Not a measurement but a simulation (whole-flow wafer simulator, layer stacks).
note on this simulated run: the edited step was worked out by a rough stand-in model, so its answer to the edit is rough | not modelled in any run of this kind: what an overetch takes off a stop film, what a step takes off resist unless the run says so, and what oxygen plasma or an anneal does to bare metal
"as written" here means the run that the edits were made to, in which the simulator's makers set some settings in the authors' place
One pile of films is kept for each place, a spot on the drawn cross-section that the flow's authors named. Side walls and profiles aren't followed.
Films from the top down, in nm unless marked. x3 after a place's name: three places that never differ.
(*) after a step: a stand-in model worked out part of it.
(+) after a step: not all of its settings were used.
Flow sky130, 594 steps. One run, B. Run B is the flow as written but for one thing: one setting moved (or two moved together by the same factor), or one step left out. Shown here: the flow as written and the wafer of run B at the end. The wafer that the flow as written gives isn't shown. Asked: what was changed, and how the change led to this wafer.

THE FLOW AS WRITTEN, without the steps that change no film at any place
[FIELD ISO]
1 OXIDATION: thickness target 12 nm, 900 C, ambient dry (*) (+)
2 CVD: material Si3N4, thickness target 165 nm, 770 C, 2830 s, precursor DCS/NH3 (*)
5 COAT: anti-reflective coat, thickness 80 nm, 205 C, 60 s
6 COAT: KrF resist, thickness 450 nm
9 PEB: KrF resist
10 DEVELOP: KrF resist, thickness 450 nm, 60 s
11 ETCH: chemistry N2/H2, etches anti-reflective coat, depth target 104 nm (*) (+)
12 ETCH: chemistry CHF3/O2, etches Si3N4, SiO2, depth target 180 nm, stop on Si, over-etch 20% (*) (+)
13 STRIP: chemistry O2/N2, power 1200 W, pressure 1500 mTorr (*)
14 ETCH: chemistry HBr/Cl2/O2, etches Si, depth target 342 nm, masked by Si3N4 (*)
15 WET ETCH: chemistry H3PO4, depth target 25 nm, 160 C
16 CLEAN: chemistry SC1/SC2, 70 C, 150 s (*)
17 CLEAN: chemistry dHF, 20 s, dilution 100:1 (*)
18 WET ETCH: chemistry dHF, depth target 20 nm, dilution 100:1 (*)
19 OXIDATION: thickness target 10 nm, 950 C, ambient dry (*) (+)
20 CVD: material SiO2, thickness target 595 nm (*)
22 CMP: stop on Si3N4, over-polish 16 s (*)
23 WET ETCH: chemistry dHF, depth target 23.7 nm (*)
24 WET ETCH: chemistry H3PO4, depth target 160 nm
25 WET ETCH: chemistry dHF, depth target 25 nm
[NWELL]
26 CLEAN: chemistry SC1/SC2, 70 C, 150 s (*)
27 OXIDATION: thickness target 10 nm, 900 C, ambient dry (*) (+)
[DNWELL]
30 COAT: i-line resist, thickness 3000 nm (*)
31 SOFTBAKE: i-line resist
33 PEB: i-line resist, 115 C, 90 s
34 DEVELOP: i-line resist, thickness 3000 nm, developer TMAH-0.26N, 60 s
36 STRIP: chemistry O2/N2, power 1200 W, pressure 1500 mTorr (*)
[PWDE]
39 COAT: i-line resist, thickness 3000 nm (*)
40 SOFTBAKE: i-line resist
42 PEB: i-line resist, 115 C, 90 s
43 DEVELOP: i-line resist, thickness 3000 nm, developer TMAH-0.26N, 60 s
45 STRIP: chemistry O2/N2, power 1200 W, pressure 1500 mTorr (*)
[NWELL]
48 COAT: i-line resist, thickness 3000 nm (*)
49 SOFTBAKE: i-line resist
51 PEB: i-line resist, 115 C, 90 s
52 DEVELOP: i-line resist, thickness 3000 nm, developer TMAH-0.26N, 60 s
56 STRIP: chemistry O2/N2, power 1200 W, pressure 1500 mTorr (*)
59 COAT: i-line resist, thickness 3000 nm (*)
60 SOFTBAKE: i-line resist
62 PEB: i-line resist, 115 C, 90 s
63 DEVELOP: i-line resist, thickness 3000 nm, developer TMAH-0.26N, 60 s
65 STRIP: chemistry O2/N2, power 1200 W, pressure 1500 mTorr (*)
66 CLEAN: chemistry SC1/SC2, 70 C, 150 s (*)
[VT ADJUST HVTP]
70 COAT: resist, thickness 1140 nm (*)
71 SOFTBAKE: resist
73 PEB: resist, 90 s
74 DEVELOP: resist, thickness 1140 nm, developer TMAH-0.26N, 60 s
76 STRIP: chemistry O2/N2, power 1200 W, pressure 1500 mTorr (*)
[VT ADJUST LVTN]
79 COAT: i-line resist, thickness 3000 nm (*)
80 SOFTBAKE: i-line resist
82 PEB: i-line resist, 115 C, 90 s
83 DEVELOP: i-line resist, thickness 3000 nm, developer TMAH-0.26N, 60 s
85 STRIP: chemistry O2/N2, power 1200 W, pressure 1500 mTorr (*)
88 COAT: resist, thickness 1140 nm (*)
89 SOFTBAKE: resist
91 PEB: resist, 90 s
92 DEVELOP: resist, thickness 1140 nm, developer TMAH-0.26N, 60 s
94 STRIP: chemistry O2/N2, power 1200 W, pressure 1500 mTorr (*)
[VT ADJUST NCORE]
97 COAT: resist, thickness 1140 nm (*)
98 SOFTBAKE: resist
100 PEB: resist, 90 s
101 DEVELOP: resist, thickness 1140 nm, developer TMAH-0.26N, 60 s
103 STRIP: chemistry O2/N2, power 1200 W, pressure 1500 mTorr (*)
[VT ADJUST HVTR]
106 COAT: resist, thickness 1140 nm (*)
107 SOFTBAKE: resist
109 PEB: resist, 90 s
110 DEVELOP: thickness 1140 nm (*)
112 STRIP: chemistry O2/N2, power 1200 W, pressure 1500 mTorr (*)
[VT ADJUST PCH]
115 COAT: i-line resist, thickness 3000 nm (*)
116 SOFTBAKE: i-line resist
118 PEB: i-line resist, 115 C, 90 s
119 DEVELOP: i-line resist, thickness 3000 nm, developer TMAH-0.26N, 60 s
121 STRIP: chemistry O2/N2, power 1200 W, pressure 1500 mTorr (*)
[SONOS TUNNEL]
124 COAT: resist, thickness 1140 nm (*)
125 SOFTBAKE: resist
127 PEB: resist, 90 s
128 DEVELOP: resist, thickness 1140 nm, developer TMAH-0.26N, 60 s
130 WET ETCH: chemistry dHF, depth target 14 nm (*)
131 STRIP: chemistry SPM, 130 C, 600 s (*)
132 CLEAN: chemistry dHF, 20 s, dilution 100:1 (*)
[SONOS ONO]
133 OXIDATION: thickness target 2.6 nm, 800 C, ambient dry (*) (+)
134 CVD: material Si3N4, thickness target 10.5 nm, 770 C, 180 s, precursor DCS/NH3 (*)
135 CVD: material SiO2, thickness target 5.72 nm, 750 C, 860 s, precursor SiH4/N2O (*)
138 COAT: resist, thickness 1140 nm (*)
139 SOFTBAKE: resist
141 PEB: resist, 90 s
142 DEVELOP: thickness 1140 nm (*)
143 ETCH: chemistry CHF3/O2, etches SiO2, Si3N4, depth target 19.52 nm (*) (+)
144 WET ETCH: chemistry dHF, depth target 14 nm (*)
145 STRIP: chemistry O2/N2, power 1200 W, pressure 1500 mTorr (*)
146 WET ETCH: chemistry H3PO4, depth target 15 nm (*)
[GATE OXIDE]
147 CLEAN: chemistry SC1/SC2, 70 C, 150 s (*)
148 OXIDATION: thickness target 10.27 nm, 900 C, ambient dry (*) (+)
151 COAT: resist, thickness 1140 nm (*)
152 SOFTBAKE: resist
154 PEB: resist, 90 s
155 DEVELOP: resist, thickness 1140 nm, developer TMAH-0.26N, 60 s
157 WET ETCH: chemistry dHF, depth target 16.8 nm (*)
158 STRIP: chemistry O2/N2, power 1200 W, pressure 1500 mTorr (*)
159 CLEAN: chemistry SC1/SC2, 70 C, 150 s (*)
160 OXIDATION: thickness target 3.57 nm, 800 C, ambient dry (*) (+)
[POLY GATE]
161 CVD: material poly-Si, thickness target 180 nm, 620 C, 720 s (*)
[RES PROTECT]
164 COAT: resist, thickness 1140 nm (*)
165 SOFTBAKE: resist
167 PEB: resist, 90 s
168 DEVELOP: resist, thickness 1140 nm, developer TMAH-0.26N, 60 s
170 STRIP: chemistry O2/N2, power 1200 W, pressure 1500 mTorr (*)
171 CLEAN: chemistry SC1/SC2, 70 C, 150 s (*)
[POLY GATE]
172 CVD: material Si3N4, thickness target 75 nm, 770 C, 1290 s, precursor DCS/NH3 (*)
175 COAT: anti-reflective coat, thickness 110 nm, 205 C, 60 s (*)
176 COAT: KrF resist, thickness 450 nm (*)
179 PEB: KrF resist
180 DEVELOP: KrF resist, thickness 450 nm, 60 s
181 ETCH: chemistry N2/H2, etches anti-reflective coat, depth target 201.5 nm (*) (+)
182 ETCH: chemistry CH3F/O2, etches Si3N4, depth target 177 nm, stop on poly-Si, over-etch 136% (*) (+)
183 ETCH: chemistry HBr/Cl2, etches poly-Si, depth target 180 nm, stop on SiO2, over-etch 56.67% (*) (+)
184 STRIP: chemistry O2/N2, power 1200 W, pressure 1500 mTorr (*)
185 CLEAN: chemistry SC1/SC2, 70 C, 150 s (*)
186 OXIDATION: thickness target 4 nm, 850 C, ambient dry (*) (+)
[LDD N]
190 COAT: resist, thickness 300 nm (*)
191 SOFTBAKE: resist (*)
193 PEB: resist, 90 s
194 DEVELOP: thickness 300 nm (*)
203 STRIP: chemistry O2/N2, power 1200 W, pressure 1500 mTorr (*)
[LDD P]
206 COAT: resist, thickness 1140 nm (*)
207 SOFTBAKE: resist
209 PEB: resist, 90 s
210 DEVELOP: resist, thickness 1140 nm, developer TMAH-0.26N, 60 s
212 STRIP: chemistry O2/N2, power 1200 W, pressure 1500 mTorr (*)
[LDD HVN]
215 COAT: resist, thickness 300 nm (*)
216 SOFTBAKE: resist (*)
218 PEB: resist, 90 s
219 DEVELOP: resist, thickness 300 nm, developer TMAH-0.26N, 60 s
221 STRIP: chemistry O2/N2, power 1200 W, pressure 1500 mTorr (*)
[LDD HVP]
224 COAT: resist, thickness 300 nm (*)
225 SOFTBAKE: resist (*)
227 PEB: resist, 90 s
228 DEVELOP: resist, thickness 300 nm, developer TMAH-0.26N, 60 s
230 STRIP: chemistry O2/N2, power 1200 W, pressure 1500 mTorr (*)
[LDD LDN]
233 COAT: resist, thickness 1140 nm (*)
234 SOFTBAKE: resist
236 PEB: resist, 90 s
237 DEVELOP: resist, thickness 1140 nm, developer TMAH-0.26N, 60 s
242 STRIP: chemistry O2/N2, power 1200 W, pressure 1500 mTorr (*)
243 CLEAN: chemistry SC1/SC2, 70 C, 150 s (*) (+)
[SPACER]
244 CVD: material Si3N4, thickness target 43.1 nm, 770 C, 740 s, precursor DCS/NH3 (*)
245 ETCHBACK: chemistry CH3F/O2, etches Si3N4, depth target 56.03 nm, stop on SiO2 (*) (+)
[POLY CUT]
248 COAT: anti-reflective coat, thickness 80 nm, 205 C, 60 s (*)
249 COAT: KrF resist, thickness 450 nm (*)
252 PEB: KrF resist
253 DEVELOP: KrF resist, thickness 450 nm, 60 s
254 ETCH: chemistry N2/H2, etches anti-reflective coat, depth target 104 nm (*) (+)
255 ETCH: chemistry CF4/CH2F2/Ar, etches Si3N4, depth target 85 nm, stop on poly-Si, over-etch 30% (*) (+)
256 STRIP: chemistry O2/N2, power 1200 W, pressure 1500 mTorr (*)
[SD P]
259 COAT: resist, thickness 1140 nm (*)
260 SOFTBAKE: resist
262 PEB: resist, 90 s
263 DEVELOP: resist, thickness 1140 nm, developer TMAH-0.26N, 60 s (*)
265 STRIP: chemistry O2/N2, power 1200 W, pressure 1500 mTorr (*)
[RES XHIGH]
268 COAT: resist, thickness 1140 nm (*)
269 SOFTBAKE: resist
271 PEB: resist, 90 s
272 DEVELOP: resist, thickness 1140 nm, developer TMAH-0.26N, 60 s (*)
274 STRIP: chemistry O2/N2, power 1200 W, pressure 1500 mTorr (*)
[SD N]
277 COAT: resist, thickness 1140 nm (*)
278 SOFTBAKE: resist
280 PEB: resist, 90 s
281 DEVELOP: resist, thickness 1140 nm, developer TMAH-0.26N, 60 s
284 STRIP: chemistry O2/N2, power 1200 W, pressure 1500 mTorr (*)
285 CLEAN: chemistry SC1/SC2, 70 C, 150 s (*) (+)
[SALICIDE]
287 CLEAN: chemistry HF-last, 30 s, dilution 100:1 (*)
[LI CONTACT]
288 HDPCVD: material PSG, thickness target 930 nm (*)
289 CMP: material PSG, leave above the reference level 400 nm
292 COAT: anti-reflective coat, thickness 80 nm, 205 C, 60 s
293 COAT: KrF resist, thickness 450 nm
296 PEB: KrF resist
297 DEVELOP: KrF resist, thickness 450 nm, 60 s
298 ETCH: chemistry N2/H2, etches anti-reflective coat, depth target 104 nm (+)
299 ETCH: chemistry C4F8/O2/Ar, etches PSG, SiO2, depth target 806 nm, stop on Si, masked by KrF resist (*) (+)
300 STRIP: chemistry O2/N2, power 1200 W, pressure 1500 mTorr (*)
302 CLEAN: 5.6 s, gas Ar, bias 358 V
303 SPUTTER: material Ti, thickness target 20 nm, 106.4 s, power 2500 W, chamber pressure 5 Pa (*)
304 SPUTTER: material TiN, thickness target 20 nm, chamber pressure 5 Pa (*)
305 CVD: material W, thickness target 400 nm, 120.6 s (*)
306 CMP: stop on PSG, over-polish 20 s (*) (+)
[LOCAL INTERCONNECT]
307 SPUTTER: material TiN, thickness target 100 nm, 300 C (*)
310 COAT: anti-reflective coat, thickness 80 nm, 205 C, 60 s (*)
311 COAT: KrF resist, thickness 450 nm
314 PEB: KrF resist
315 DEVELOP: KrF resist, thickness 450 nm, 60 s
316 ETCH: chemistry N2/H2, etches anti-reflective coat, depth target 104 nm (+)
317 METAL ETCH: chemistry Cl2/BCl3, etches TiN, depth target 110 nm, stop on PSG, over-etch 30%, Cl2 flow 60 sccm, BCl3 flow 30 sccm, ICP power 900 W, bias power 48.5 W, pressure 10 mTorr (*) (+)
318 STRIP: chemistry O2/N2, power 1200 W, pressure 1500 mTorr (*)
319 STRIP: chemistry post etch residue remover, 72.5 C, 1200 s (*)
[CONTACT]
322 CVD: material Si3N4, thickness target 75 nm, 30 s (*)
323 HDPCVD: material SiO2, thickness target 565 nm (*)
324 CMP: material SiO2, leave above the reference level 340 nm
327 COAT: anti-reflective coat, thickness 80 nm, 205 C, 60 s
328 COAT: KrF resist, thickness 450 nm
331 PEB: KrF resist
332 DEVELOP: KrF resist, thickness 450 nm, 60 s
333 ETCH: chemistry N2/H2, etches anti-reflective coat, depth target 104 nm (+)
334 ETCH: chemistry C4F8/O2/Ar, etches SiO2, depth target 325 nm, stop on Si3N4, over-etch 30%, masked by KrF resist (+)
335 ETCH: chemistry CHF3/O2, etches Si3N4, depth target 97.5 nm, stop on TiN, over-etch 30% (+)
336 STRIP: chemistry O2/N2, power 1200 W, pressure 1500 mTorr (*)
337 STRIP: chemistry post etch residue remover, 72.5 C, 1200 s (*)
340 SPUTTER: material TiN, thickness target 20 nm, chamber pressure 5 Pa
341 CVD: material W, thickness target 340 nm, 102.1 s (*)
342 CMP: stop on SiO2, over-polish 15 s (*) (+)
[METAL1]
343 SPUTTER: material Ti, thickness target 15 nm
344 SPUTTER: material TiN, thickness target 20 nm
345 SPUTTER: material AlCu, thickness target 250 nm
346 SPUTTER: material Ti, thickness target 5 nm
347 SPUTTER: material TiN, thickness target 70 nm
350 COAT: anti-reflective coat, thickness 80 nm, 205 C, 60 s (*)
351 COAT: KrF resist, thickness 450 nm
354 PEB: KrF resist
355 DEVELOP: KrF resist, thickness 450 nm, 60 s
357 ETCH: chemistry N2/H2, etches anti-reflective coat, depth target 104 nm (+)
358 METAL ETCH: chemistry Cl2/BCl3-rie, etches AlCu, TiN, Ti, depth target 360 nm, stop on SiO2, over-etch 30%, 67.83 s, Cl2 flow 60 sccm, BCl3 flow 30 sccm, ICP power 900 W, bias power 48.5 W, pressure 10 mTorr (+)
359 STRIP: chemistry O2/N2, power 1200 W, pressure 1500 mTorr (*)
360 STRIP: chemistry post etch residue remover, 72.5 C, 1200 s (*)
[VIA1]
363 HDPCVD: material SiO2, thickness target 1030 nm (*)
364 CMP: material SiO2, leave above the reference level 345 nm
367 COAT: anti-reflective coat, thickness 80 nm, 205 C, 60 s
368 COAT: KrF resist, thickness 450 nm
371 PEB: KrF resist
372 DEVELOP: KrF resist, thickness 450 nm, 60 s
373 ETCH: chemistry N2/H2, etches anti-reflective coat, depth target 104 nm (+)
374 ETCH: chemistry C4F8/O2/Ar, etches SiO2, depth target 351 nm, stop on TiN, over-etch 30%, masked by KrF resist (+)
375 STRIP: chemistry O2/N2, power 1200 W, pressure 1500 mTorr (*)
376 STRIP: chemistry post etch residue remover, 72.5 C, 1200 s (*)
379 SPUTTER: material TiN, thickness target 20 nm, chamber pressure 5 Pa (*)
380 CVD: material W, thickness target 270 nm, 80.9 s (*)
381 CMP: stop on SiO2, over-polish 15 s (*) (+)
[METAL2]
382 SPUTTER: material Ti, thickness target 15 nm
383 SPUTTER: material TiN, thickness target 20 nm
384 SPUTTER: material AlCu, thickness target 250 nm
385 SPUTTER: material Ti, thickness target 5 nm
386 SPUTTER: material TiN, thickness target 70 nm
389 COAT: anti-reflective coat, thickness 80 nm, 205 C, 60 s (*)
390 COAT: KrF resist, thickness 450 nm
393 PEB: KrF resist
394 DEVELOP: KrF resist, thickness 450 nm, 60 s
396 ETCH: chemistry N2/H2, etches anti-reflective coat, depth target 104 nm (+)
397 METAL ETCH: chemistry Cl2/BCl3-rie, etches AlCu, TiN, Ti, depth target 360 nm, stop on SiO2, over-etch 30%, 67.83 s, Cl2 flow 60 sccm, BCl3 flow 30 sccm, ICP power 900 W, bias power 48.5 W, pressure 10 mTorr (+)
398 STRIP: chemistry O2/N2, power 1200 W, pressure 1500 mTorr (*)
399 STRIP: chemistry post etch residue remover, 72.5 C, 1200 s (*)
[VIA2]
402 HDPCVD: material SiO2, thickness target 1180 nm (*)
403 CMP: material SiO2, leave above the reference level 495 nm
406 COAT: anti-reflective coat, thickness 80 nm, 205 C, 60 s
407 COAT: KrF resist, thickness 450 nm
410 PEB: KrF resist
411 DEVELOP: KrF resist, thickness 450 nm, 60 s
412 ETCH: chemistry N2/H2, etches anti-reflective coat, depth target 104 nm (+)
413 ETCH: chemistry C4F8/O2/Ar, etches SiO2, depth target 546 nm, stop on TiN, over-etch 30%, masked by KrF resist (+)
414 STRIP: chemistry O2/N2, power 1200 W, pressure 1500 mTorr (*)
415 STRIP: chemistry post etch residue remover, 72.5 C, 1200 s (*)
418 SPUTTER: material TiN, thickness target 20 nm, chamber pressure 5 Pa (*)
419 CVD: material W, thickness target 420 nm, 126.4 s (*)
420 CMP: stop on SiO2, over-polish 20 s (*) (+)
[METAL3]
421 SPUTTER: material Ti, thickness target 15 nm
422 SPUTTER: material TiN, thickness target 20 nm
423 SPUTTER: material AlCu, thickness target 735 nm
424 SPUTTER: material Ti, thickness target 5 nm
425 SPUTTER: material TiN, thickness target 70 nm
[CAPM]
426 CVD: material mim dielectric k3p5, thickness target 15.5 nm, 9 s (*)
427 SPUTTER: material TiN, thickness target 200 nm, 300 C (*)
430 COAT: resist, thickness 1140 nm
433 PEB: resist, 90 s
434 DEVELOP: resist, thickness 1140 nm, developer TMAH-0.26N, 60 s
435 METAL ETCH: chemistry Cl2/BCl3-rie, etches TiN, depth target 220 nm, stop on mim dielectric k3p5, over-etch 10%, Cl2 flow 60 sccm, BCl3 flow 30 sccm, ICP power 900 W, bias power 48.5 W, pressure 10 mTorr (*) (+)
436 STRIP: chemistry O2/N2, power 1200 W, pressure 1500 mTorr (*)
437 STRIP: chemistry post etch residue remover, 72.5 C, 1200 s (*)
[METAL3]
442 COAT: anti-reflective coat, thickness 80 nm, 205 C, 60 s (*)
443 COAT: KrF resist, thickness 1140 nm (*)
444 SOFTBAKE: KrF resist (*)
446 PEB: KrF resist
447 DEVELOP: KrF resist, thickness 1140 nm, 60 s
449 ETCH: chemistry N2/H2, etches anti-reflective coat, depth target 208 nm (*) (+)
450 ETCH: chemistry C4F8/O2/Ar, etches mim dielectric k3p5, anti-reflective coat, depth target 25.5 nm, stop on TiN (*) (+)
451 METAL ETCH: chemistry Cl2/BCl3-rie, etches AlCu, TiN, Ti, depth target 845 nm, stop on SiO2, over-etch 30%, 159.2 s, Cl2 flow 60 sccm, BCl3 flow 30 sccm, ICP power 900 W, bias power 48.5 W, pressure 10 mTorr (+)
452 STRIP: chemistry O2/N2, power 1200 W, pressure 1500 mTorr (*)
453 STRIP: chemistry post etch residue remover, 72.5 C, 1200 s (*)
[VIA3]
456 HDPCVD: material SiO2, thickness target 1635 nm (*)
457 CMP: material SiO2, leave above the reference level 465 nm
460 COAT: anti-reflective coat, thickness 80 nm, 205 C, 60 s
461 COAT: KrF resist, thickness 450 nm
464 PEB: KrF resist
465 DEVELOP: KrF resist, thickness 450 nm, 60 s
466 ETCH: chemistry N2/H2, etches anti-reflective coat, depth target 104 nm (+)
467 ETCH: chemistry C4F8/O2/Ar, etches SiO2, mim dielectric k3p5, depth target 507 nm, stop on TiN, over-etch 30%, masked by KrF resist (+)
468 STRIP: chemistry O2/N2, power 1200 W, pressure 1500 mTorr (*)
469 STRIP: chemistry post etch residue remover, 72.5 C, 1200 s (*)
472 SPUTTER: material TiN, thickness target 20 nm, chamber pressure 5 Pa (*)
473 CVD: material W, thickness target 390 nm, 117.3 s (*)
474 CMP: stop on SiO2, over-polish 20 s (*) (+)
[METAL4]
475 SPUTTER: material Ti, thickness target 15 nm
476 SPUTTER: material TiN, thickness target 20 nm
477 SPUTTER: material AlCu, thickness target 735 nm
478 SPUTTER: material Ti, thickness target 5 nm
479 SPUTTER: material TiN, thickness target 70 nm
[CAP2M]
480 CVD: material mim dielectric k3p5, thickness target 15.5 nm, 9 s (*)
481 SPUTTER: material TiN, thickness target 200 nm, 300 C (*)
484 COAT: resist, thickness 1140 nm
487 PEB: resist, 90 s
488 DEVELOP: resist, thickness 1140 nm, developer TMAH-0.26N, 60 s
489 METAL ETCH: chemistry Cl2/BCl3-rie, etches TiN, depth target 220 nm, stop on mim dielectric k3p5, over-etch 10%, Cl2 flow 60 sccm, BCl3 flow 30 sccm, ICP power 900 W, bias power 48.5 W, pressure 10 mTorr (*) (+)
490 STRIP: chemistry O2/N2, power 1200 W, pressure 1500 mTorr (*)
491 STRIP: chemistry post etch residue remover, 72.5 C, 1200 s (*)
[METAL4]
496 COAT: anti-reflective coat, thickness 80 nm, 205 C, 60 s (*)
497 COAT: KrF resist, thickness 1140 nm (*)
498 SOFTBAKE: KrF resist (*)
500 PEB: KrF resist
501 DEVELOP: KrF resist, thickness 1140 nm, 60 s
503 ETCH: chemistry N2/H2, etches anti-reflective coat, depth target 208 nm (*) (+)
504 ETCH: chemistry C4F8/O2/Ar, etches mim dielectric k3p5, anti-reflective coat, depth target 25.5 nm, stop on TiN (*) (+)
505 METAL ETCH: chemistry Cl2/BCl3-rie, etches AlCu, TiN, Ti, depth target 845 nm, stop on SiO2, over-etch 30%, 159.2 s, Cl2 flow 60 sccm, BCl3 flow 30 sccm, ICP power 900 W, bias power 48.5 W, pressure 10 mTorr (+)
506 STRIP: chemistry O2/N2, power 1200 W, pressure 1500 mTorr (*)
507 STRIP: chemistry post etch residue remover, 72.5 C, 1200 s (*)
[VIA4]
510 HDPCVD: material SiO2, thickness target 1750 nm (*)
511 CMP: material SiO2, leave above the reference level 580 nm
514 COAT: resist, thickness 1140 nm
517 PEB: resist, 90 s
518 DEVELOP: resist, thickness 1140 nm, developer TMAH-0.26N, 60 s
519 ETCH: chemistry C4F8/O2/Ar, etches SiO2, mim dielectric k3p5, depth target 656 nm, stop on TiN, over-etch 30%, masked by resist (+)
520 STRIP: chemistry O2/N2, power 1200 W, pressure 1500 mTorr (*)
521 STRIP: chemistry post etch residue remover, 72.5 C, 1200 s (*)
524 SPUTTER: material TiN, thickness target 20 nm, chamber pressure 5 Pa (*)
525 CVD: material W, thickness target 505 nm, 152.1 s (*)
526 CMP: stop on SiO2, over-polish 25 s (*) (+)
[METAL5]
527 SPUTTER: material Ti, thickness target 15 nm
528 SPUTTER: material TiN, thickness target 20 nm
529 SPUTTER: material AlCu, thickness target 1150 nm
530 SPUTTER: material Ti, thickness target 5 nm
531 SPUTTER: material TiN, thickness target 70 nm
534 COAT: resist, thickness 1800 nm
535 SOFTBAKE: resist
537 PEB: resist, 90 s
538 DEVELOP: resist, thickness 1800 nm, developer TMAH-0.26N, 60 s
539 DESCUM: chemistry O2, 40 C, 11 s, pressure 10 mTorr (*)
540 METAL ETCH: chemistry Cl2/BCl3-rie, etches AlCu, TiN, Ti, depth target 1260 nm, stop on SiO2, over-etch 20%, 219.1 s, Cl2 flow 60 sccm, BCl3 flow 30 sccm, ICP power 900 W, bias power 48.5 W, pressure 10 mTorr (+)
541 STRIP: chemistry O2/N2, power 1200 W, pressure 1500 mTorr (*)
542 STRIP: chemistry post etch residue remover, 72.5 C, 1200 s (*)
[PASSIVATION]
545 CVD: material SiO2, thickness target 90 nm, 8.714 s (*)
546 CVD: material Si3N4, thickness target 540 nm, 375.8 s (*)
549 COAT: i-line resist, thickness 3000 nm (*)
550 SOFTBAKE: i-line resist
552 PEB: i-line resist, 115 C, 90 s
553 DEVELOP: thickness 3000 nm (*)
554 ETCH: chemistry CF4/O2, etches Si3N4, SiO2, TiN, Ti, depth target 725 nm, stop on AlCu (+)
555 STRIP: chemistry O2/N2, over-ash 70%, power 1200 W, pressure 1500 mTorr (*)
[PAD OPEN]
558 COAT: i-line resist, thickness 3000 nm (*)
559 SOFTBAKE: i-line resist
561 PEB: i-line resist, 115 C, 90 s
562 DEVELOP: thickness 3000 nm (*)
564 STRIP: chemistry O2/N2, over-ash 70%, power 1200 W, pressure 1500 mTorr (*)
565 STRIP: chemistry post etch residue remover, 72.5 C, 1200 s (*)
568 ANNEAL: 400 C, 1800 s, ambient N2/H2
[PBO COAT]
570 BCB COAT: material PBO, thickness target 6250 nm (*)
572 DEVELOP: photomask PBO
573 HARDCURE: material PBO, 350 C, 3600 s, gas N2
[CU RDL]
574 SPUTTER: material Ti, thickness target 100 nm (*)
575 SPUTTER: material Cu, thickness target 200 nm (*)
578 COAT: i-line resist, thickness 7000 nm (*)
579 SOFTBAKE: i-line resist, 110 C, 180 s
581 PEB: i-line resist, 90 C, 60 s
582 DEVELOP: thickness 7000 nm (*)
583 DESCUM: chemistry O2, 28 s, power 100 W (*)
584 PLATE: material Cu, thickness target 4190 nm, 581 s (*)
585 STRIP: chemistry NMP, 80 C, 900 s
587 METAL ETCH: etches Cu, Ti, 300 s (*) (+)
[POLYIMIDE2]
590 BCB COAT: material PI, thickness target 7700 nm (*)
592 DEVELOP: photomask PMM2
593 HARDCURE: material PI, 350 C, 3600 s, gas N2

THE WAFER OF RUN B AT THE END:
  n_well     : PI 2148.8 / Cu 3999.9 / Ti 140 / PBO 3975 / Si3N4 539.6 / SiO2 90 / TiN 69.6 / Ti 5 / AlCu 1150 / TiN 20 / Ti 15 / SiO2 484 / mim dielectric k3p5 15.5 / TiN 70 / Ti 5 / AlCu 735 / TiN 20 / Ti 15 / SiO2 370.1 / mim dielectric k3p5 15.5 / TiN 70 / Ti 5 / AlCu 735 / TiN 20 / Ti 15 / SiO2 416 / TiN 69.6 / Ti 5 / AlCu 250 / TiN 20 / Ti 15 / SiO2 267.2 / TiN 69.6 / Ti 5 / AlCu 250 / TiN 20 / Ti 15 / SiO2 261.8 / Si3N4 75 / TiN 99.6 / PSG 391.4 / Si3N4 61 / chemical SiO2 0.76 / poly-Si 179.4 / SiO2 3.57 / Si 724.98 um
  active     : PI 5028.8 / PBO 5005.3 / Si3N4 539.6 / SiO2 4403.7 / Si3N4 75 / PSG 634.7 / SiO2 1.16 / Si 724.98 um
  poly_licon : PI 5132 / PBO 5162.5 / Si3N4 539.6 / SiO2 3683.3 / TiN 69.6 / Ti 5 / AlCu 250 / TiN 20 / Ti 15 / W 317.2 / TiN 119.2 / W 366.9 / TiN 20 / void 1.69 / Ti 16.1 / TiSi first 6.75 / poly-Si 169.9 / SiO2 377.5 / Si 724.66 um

The cause: step 574, SPUTTER: thickness target 140 nm was run, where the flow has thickness target 100 nm.
It can be read off the wafer: n_well has Ti 140, and step 574 as written asks for 100 nm.

How the change led to this, step by step:
  574 SPUTTER: material Ti, thickness target 100 nm (*)
      field, active, n_well and 190 more: Ti +140 (new film) (as written it would be: Ti +100 (new film))
  587 METAL ETCH: etches Cu, Ti, 300 s (*) (+)
      field, active, gate and 167 more: Cu -200 (all of it), Ti -140 (all of it) (as written it would be: Cu -200 (all of it), Ti -100 (all of it))
  590 BCB COAT: material PI, thickness target 7700 nm (*)
      de16_gate_nw: PI +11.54 um (new film) (as written it would be: PI +11.5 um (new film))
